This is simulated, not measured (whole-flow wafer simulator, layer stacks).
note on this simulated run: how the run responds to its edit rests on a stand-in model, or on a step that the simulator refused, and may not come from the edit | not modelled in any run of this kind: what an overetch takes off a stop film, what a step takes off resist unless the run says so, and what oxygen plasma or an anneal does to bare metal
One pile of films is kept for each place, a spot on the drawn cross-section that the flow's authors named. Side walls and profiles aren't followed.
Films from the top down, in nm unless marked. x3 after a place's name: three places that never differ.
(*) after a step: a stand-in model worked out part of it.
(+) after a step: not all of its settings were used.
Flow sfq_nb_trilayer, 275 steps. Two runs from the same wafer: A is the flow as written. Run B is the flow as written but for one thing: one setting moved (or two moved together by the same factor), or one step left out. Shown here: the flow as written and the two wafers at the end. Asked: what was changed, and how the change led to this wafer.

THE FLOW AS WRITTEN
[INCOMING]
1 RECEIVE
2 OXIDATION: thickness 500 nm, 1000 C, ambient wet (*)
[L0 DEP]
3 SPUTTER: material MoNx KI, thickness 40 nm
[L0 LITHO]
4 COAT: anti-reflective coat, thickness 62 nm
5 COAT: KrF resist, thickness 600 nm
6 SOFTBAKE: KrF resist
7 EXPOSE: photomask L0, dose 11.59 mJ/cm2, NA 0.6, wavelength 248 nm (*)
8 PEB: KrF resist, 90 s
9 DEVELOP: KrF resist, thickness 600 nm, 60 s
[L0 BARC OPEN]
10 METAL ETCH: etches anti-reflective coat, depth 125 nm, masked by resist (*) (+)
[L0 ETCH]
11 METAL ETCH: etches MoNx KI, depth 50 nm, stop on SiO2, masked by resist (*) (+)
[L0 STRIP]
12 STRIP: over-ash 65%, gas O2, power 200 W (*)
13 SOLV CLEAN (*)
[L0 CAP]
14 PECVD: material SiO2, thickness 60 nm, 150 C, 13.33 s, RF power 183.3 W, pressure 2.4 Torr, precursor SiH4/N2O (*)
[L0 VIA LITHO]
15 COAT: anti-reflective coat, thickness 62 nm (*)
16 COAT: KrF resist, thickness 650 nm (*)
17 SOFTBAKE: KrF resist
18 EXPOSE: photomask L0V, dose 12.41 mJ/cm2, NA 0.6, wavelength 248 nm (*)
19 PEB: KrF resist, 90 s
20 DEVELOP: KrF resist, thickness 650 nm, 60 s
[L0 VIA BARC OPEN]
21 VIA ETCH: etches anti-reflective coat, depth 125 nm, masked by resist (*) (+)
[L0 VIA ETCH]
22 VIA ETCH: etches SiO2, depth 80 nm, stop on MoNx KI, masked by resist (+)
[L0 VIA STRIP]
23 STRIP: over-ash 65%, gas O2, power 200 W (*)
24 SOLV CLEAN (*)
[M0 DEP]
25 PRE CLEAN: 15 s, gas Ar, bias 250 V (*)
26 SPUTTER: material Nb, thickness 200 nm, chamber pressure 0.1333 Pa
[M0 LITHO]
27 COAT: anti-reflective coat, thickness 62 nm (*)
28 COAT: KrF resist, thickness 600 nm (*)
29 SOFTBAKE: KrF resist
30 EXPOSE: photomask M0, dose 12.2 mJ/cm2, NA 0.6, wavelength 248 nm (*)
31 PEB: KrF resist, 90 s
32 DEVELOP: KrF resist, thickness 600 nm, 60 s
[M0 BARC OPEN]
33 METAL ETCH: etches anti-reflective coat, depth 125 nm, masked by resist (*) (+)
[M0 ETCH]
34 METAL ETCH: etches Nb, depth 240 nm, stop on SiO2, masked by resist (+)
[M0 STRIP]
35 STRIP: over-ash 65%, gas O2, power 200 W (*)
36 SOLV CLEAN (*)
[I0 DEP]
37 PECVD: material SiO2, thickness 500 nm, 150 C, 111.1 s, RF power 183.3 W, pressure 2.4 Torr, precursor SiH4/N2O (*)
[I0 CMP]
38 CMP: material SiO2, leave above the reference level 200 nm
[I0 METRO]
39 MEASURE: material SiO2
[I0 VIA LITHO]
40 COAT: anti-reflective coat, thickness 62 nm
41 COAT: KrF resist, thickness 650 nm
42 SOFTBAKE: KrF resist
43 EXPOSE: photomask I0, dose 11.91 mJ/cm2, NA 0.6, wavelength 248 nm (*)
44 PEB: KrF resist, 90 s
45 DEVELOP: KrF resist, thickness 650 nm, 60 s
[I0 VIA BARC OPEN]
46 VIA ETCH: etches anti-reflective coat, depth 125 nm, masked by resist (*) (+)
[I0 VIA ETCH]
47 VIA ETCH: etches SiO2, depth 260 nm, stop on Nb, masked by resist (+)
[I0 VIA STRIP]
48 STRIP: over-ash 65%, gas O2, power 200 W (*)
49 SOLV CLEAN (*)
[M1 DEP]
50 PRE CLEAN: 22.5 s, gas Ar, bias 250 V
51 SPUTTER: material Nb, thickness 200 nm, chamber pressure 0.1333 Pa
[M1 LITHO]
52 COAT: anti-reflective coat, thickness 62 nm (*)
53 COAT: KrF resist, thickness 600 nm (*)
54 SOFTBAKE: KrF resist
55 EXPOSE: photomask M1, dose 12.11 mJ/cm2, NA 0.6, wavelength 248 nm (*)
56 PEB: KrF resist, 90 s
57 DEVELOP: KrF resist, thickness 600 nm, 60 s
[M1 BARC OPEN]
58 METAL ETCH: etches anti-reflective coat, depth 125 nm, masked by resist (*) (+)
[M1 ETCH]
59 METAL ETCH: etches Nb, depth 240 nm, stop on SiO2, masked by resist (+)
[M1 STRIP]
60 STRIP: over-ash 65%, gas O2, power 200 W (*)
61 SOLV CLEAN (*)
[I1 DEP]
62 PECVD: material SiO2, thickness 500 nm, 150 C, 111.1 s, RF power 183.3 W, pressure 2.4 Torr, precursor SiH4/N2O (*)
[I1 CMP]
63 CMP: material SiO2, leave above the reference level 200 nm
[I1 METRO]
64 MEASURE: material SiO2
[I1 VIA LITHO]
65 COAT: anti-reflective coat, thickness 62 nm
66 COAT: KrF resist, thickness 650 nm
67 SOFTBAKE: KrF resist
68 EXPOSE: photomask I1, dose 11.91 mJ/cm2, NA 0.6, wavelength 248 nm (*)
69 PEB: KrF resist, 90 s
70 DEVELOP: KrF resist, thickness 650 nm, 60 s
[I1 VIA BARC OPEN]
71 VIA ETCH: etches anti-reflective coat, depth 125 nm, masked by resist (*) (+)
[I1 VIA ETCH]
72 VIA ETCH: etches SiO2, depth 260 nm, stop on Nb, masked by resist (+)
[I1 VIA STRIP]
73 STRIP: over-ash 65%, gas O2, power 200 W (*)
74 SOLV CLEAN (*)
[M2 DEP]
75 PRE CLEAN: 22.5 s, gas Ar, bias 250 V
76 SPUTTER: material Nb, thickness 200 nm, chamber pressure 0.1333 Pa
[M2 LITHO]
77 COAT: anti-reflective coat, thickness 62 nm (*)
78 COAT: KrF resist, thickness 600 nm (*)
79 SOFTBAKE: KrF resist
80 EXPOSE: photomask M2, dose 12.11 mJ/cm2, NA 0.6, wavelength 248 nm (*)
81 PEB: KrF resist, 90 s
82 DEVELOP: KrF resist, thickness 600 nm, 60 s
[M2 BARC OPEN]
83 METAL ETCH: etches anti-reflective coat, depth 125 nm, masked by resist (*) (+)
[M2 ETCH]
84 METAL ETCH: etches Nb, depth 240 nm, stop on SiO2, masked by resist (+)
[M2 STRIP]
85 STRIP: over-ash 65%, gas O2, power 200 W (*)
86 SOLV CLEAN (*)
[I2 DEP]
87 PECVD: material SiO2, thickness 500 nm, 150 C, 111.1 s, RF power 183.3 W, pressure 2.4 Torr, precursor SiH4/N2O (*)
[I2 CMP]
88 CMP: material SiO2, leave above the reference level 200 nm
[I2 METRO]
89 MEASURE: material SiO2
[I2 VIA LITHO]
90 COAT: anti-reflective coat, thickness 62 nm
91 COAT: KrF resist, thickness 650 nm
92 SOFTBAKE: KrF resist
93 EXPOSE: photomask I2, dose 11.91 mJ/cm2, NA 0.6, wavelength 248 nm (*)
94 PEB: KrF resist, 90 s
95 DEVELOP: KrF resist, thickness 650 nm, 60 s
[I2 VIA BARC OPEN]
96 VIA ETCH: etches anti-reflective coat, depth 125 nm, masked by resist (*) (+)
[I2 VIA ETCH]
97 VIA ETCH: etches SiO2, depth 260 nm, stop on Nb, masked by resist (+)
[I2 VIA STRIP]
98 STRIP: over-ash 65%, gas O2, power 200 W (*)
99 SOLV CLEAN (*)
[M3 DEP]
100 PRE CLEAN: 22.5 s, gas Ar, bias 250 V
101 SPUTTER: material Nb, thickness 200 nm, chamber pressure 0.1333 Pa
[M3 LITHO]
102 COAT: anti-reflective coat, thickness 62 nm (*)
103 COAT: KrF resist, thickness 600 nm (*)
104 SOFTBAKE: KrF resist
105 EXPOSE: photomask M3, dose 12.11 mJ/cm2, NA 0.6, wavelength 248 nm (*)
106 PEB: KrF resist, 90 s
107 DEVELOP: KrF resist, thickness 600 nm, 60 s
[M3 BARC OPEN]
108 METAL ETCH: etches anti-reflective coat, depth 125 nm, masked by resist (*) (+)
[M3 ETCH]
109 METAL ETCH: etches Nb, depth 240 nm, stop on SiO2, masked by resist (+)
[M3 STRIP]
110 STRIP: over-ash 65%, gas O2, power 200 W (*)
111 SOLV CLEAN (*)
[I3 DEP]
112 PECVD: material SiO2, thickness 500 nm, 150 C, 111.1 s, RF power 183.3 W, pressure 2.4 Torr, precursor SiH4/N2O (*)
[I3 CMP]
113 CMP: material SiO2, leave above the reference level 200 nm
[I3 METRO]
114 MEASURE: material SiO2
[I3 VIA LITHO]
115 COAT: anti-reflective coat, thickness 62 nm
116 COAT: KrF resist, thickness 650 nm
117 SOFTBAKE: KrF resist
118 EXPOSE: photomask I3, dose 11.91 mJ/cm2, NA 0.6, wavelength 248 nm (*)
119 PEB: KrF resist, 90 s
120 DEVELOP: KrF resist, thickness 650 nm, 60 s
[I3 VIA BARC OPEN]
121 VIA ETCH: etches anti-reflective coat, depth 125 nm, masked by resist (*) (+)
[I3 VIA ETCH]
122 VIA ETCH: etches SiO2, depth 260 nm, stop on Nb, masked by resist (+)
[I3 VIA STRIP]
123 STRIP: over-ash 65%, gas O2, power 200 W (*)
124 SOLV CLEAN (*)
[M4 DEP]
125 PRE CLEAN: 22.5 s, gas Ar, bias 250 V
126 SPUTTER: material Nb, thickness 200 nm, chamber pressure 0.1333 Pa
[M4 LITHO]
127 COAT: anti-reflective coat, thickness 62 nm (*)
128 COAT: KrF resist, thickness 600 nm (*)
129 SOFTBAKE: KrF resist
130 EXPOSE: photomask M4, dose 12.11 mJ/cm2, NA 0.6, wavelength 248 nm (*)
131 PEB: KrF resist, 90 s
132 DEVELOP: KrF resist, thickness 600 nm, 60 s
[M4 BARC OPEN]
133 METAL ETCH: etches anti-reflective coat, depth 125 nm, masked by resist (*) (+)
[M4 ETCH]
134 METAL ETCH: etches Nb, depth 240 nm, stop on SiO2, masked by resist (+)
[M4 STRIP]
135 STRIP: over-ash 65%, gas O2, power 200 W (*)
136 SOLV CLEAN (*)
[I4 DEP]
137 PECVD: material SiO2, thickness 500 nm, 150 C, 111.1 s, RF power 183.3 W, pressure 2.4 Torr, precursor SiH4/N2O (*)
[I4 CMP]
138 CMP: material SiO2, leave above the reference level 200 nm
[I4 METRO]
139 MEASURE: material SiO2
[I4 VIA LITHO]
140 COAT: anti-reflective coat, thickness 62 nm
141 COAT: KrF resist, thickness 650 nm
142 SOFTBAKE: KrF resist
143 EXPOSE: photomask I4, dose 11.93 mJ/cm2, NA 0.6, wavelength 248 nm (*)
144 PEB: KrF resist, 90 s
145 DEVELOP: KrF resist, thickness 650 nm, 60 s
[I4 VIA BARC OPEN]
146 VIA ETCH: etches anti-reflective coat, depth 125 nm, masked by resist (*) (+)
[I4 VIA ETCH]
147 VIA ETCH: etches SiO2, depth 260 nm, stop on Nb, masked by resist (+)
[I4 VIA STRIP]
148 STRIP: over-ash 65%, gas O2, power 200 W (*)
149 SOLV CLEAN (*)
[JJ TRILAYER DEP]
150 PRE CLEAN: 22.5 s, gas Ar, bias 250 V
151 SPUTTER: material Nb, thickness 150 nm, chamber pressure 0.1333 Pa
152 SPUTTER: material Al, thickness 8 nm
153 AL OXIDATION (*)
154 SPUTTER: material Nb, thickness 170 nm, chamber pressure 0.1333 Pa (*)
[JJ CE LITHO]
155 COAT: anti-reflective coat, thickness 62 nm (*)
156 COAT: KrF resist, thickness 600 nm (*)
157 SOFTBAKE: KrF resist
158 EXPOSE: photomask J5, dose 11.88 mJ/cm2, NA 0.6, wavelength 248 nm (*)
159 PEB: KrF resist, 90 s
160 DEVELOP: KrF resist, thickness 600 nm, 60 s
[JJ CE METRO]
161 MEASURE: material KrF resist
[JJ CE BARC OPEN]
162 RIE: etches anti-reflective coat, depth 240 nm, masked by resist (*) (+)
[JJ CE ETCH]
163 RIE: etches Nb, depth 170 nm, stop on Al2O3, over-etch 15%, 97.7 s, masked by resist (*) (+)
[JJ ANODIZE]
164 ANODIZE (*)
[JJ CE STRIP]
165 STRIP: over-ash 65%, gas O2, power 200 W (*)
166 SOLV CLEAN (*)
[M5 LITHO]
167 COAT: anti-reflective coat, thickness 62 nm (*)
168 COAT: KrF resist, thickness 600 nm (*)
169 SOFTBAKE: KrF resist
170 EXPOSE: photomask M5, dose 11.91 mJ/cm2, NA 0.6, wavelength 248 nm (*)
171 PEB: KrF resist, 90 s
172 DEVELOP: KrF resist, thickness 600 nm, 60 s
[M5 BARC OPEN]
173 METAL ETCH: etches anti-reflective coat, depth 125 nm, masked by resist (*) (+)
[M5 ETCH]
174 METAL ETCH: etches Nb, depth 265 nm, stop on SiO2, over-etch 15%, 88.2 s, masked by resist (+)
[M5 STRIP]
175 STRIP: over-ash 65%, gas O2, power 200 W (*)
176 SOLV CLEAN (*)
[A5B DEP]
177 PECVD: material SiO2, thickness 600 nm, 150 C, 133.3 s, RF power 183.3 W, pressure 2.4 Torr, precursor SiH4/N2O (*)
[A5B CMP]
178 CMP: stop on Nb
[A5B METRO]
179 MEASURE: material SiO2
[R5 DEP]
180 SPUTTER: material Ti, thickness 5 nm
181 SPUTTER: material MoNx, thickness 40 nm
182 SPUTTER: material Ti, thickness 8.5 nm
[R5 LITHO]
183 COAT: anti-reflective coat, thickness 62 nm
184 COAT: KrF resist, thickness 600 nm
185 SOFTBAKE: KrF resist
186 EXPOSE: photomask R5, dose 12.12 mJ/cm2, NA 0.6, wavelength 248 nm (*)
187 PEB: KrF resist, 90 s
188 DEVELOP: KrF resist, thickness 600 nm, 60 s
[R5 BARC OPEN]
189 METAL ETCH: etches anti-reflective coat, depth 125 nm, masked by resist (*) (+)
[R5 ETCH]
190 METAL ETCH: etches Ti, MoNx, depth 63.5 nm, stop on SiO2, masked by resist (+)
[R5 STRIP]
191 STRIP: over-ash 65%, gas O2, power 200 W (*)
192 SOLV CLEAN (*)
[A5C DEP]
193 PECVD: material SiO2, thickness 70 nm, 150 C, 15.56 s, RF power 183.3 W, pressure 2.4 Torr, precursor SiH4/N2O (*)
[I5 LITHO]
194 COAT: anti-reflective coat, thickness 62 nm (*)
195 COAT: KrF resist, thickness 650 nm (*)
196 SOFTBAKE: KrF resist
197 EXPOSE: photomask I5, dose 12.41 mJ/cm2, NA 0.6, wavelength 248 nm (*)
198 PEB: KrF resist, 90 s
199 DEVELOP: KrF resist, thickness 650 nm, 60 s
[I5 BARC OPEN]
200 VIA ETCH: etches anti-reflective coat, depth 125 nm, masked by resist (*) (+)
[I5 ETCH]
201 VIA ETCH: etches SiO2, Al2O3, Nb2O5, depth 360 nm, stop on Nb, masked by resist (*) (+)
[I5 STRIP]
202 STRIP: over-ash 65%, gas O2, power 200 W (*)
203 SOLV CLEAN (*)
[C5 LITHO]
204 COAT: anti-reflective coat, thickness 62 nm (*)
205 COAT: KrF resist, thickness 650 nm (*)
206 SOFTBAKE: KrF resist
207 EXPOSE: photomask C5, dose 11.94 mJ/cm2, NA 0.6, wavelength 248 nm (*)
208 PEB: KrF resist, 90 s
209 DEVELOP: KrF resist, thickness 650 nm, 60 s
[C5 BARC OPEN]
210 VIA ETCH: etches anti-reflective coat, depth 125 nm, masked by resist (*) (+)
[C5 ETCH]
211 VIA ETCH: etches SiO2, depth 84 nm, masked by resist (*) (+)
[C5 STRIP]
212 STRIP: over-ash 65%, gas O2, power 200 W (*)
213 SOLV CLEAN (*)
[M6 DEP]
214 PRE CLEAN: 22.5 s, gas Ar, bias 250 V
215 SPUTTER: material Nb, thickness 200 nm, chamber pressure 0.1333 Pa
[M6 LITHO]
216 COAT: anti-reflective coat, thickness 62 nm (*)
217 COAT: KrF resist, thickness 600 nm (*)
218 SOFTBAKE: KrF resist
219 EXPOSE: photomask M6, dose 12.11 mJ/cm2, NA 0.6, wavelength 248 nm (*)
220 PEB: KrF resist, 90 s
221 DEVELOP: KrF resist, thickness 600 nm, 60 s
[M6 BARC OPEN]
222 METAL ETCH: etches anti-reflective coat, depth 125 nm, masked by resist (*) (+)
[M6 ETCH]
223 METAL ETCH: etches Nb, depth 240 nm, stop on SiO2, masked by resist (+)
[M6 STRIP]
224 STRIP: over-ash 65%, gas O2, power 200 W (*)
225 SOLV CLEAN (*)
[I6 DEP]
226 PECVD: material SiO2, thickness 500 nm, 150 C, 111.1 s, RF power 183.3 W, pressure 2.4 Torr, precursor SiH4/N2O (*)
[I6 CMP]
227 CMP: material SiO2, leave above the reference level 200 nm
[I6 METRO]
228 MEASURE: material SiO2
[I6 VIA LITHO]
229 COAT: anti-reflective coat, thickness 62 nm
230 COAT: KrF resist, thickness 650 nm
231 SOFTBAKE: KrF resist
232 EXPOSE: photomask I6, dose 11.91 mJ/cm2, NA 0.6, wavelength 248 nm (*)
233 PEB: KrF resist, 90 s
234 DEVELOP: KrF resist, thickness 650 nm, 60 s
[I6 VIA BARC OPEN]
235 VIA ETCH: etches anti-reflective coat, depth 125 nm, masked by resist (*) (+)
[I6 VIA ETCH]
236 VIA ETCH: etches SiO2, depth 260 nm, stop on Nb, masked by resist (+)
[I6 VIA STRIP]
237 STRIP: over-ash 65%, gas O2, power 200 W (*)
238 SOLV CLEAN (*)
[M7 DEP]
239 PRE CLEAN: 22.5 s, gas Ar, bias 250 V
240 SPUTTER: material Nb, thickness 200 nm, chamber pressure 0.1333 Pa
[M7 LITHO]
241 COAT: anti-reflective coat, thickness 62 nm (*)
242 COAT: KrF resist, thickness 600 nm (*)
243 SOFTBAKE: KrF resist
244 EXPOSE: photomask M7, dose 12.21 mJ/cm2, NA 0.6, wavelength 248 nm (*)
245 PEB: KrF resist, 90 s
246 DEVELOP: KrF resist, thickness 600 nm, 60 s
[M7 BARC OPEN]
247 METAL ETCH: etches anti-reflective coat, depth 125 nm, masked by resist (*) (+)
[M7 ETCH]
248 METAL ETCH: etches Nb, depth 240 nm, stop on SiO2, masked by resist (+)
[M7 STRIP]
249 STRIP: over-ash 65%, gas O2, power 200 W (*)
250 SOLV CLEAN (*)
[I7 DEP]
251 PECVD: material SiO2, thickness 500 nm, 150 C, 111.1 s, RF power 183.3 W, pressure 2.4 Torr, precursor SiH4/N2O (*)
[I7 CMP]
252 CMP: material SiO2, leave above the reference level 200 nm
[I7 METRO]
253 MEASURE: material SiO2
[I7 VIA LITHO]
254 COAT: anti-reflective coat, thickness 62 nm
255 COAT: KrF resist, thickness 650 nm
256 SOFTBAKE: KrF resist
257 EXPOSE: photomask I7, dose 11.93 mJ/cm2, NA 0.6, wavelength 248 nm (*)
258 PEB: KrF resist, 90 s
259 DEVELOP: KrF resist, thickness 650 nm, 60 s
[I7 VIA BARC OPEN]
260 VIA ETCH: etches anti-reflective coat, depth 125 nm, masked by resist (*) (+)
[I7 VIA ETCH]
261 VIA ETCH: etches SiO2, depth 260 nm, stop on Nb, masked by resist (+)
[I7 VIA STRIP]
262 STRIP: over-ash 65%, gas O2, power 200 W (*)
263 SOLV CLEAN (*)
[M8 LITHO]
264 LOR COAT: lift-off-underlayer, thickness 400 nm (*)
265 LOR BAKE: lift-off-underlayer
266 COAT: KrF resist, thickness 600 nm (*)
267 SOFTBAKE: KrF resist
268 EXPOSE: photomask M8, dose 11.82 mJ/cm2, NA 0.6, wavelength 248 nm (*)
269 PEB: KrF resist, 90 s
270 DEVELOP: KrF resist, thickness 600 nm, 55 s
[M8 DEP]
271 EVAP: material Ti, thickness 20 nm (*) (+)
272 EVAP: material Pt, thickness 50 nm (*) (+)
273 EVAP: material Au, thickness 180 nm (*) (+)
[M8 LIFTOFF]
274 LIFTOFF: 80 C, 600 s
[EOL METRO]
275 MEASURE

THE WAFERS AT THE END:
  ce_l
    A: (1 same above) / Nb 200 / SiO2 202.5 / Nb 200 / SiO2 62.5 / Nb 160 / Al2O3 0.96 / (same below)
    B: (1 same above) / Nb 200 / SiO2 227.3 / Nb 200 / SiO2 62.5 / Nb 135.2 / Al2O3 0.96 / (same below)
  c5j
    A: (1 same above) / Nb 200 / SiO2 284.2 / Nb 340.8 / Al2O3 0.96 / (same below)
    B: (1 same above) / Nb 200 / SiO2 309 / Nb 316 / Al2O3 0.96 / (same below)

The cause: step 190, METAL ETCH: depth 88.3 nm was run, where the flow has depth 63.5 nm.

How the change led to this, step by step:
  190 METAL ETCH: etches Ti, MoNx, depth 63.5 nm, stop on SiO2, masked by resist (+)
      be_r, r_sur, res, r_end, r5r_line_l, r5r_line_c, r5r_line_r: A KrF resist -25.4 | B KrF resist -35.3
      ce_l, c5j, ce_r, wl_jj: A Ti -8.5 (all of it), MoNx -40 (all of it), Ti -5 (all of it), Nb -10 | B Ti -8.5 (all of it), MoNx -40 (all of it), Ti -5 (all of it), Nb -34.8
  191 STRIP: over-ash 65%, gas O2, power 200 W (*)
      be_r, r_sur, res, r_end, r5r_line_l, r5r_line_c, r5r_line_r: A KrF resist -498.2 (all of it), anti-reflective coat -62 (all of it) | B KrF resist -488.2 (all of it), anti-reflective coat -62 (all of it)
  194 COAT: anti-reflective coat, thickness 62 nm (*)
      wl_j_sl, wl_j_sr: A anti-reflective coat +60.2 (new film) | B anti-reflective coat +56.3 (new film)
      jj_sur: A anti-reflective coat +60.8 (new film) | B anti-reflective coat +56.9 (new film)
      (and at 5 more places)
  202 STRIP: over-ash 65%, gas O2, power 200 W (*)
      wl_j_sl, wl_j_sr: A KrF resist -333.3 (all of it), anti-reflective coat -60.2 (all of it) | B KrF resist -333.3 (all of it), anti-reflective coat -56.3 (all of it)
      jj_sur: A KrF resist -337.2 (all of it), anti-reflective coat -60.8 (all of it) | B KrF resist -337.5 (all of it), anti-reflective coat -56.9 (all of it)
      (and at 5 more places)
  204 COAT: anti-reflective coat, thickness 62 nm (*)
      wl_j_sl, wl_j_sr: A anti-reflective coat +60.2 (new film) | B anti-reflective coat +56.3 (new film)
      jj_sur: A anti-reflective coat +59.5 (new film) | B anti-reflective coat +55.6 (new film)
      (and at 5 more places)
  210 VIA ETCH: etches anti-reflective coat, depth 125 nm, masked by resist (*) (+)
      c5j: A anti-reflective coat -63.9 (all of it), SiO2 -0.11 | B anti-reflective coat -70.8 (all of it), SiO2 -0.07
  212 STRIP: over-ash 65%, gas O2, power 200 W (*)
      wl_j_sl, wl_j_sr: A KrF resist -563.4 (all of it), anti-reflective coat -60.2 (all of it) | B KrF resist -563.4 (all of it), anti-reflective coat -56.3 (all of it)
      jj_sur: A KrF resist -562 (all of it), anti-reflective coat -59.5 (all of it) | B KrF resist -562.2 (all of it), anti-reflective coat -55.6 (all of it)
      (and at 4 more places)
  216 COAT: anti-reflective coat, thickness 62 nm (*)
      wl_j_sl, wl_j_sr: A anti-reflective coat +60.2 (new film) | B anti-reflective coat +56.4 (new film)
      jj_sur: A anti-reflective coat +56.1 (new film) | B anti-reflective coat +52.2 (new film)
      (and at 5 more places)
  224 STRIP: over-ash 65%, gas O2, power 200 W (*)
      wl_j_sl, wl_j_sr: A KrF resist -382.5 (all of it), anti-reflective coat -60.2 (all of it) | B KrF resist -382.2 (all of it), anti-reflective coat -56.4 (all of it)
      jj_sur: A KrF resist -378.5 (all of it), anti-reflective coat -56.1 (all of it) | B KrF resist -378.3 (all of it), anti-reflective coat -52.2 (all of it)
      (and at 5 more places)
  227 CMP: material SiO2, leave above the reference level 200 nm
      ce_l, ce_r, wl_jj: A SiO2 -290 | B SiO2 -265.2
      c5j: A SiO2 -223 | B SiO2 -198.2
